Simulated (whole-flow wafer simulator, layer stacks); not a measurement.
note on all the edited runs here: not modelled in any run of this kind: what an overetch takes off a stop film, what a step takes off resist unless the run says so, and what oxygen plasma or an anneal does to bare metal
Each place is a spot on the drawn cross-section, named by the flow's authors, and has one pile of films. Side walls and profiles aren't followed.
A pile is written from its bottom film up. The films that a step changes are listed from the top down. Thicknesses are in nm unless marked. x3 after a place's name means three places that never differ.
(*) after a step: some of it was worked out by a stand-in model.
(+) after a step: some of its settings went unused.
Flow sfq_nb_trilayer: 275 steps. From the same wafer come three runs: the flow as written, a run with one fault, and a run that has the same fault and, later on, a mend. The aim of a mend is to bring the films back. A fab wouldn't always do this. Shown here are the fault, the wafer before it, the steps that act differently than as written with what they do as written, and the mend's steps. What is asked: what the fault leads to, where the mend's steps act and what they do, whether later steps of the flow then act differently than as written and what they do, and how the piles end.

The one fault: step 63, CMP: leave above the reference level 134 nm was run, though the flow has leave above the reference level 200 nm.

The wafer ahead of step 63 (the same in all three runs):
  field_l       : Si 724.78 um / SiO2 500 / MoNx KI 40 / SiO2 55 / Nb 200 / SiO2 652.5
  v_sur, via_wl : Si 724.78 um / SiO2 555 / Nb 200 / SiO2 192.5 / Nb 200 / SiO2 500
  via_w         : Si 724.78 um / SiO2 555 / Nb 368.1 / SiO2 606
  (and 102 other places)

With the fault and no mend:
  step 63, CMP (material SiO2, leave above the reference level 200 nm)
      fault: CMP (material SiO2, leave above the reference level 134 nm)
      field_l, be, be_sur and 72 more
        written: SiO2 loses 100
        fault: SiO2 loses 166
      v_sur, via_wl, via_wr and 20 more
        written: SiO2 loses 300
        fault: SiO2 loses 366
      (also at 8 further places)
  Steps further on in the flow that do not act as written (not shown: 4 more steps that differ only slightly, by at most 2% or 0.5 nm, whichever is larger):
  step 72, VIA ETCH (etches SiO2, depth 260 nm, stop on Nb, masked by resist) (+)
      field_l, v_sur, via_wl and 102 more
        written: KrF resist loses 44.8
        fault: KrF resist loses 34.6
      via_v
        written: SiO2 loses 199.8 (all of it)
        fault: SiO2 loses 133.8 (all of it)
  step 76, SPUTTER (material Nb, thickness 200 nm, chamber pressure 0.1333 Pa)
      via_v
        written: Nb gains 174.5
        fault: Nb gains 187.9
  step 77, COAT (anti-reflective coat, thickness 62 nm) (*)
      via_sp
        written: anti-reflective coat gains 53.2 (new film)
        fault: anti-reflective coat gains 54.5 (new film)
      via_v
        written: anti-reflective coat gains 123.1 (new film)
        fault: anti-reflective coat gains 108.2 (new film)
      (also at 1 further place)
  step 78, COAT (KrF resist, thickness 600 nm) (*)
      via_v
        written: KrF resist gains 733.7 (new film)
        fault: KrF resist gains 679.9 (new film)
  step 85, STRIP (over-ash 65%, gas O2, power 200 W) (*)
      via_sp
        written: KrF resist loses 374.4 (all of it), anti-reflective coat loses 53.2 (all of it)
        fault: KrF resist loses 378.8 (all of it), anti-reflective coat loses 54.5 (all of it)
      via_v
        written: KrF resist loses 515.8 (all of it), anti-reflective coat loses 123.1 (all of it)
        fault: KrF resist loses 462.1 (all of it), anti-reflective coat loses 108.2 (all of it)
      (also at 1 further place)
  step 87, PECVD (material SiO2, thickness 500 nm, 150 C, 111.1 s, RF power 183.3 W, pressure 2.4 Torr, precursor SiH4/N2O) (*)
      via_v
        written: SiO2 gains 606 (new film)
        fault: SiO2 gains 502.2 (new film)
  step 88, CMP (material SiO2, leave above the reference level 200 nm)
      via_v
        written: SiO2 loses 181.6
        fault: SiO2 loses 157.1
  The piles end different from the flow's at field_l, v_sur, via_wl and 102 more by more than 2% or 0.5 nm, whichever is larger.
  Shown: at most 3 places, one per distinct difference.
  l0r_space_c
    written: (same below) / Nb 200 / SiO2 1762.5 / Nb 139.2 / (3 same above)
    fault: (same below) / Nb 200 / SiO2 1696.5 / Nb 139.2 / (3 same above)
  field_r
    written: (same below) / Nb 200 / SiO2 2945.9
    fault: (same below) / Nb 200 / SiO2 2879.9
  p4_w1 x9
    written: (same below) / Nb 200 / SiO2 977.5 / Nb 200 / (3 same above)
    fault: (same below) / Nb 200 / SiO2 911.5 / Nb 200 / (3 same above)

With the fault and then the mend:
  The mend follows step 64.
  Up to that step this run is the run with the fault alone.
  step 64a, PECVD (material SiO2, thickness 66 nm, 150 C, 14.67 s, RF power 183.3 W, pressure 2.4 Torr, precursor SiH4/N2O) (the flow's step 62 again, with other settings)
      field_l, v_sur, via_wl and 103 more
        SiO2 gains 66
  None of the later steps of the flow differs from how it acts as written, at any place that is followed, by more than 2% or 0.5 nm, whichever is larger.
  When the end is reached, the piles differ only a little from the flow's at the places that both follow, at most by 2% or 0.5 nm, whichever is larger.
